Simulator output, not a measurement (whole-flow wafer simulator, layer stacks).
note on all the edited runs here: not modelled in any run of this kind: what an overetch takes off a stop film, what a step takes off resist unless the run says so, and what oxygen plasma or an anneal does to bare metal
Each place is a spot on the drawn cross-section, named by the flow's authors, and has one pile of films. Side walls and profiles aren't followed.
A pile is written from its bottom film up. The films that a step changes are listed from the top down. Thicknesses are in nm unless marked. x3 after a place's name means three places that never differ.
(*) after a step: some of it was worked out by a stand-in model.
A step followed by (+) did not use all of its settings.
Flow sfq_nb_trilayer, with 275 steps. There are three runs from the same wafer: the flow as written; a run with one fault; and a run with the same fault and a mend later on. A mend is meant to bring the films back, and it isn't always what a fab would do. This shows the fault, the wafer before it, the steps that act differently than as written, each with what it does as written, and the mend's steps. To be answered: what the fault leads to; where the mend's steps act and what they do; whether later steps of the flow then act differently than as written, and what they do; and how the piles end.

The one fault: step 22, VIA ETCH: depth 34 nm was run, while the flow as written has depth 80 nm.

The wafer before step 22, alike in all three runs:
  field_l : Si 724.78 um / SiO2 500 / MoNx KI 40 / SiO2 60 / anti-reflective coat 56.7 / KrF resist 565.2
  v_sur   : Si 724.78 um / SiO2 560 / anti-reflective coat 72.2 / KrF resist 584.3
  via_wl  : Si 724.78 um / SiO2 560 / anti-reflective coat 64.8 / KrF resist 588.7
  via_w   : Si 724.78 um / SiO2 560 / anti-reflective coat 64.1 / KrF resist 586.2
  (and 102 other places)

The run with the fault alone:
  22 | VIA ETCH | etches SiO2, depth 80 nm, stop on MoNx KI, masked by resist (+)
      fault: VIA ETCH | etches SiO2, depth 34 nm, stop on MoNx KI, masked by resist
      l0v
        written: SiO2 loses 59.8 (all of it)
        fault: SiO2 loses 34
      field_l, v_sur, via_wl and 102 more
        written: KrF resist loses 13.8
        fault: KrF resist loses 5.86
  Later steps of the flow acting differently than as written (3 more steps, not shown, differ only slightly: by at most 2% or 0.5 nm, whichever is larger):
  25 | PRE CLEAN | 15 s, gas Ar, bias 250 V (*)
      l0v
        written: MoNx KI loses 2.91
        fault: SiO2 loses 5
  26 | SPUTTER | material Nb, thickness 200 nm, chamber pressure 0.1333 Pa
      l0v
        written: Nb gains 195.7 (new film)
        fault: Nb gains 200 (new film)
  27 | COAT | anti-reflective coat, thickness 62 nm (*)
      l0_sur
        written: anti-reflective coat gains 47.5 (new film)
        fault: anti-reflective coat gains 50.1 (new film)
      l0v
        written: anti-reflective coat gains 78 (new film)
        fault: anti-reflective coat gains 70.5 (new film)
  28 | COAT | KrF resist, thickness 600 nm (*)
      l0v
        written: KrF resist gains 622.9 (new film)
        fault: KrF resist gains 608 (new film)
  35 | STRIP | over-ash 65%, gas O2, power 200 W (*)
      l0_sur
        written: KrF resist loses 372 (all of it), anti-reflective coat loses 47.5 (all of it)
        fault: KrF resist loses 373.5 (all of it), anti-reflective coat loses 50.1 (all of it)
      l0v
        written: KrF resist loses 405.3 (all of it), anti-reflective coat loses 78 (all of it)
        fault: KrF resist loses 390.4 (all of it), anti-reflective coat loses 70.5 (all of it)
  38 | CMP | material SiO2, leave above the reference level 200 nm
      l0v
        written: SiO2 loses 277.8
        fault: SiO2 loses 305.8
  At l0v, the piles at the end differ from the flow's by more than 2% or 0.5 nm, whichever is larger.
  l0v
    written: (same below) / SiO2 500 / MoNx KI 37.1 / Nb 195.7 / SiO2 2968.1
    fault: (same below) / SiO2 500 / MoNx KI 40 / SiO2 20.8 / Nb 200 / SiO2 2940

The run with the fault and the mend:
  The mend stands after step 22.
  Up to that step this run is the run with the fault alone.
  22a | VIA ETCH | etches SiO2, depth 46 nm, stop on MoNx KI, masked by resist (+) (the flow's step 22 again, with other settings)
      v_sur, via_wl, wire and 76 more
        KrF resist loses 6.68
      field_l, via_w, via_wr and 23 more
        KrF resist loses 6.69
      l0v
        SiO2 loses 25.8 (all of it)
  Every later step of the flow that is run acts as written, at every place that is followed, to within 2% or 0.5 nm, whichever is larger.
  The piles end the same as the flow's at every place that both follow.
